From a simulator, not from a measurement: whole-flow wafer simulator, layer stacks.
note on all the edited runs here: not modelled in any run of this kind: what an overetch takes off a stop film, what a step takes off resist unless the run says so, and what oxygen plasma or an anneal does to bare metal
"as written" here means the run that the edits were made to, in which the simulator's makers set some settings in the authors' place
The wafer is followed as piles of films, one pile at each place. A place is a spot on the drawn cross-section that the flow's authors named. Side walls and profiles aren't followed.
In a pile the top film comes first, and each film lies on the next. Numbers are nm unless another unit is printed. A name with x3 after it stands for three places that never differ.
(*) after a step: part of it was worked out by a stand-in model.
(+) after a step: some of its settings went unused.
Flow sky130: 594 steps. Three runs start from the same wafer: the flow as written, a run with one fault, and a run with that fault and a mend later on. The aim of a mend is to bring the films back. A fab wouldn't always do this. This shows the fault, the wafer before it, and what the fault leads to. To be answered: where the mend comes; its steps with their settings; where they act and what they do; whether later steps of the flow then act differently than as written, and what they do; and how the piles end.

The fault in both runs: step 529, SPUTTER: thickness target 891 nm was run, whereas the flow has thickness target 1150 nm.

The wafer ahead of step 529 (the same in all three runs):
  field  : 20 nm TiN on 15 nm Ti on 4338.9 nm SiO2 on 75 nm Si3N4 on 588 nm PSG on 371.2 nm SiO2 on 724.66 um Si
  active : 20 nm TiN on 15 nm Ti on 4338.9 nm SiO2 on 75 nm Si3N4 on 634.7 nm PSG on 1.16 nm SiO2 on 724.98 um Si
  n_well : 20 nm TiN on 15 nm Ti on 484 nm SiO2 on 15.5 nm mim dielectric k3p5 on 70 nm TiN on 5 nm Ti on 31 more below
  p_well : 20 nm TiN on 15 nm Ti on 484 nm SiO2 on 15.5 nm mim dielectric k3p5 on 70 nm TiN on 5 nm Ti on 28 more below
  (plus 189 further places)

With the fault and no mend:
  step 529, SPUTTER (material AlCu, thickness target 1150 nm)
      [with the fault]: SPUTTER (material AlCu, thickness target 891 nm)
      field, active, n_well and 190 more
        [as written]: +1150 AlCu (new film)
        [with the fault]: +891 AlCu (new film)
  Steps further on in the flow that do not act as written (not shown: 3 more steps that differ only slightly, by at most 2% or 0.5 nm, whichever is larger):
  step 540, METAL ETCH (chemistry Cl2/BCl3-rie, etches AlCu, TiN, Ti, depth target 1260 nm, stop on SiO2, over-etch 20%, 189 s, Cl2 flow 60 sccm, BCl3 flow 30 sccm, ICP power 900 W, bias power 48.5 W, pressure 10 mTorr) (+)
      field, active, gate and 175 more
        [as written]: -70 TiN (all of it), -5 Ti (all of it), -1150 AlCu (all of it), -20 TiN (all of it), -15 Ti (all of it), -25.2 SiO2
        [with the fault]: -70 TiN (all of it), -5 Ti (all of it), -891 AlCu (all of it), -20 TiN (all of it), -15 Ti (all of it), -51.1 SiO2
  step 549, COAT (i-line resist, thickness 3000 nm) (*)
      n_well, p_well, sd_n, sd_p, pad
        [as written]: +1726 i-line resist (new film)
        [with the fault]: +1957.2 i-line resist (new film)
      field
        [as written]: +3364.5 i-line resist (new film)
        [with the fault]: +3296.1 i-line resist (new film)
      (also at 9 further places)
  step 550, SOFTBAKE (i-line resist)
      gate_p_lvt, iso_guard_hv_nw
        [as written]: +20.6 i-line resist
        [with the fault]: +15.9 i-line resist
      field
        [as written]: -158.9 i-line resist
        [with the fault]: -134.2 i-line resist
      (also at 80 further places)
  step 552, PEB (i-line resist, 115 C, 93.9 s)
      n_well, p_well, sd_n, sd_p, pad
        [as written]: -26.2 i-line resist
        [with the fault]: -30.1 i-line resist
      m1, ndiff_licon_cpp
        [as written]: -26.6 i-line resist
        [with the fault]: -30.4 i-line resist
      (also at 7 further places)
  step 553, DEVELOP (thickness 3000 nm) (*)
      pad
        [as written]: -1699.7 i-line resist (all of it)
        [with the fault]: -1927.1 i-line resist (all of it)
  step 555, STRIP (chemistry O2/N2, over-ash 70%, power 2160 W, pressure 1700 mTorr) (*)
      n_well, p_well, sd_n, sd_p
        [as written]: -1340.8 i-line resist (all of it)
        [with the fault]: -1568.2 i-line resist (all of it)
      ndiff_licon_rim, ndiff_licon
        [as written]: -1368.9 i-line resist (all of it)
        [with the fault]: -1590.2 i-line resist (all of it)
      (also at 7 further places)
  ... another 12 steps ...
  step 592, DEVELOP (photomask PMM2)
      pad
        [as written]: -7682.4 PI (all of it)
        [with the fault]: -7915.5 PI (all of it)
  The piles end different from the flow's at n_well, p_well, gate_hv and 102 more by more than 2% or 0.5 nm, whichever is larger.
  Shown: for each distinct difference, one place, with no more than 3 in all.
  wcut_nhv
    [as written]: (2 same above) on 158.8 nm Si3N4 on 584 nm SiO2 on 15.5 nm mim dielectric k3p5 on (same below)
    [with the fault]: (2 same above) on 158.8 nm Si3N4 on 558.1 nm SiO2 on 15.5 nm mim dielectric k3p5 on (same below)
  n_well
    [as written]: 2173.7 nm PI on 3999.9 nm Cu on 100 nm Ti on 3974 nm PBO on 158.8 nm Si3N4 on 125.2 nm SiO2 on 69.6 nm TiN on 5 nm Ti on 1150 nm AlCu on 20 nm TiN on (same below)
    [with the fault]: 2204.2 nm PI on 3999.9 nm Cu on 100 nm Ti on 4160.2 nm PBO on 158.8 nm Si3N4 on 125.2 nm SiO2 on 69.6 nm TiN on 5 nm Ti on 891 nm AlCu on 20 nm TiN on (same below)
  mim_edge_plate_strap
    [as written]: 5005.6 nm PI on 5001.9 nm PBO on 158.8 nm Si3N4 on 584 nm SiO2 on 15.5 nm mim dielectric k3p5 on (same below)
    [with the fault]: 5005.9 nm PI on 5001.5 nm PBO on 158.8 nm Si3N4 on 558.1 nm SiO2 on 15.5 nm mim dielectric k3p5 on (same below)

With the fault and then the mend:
  The mend stands after step 529.
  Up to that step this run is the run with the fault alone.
  step 529a, SPUTTER (material AlCu, thickness target 259 nm) (the flow's step 529, run once more with other settings)
      field, active, n_well and 190 more
        +259 AlCu
  Every later step of the flow that is run acts as written at every place that is followed.
  The piles end the same as the flow's at every place that both follow.
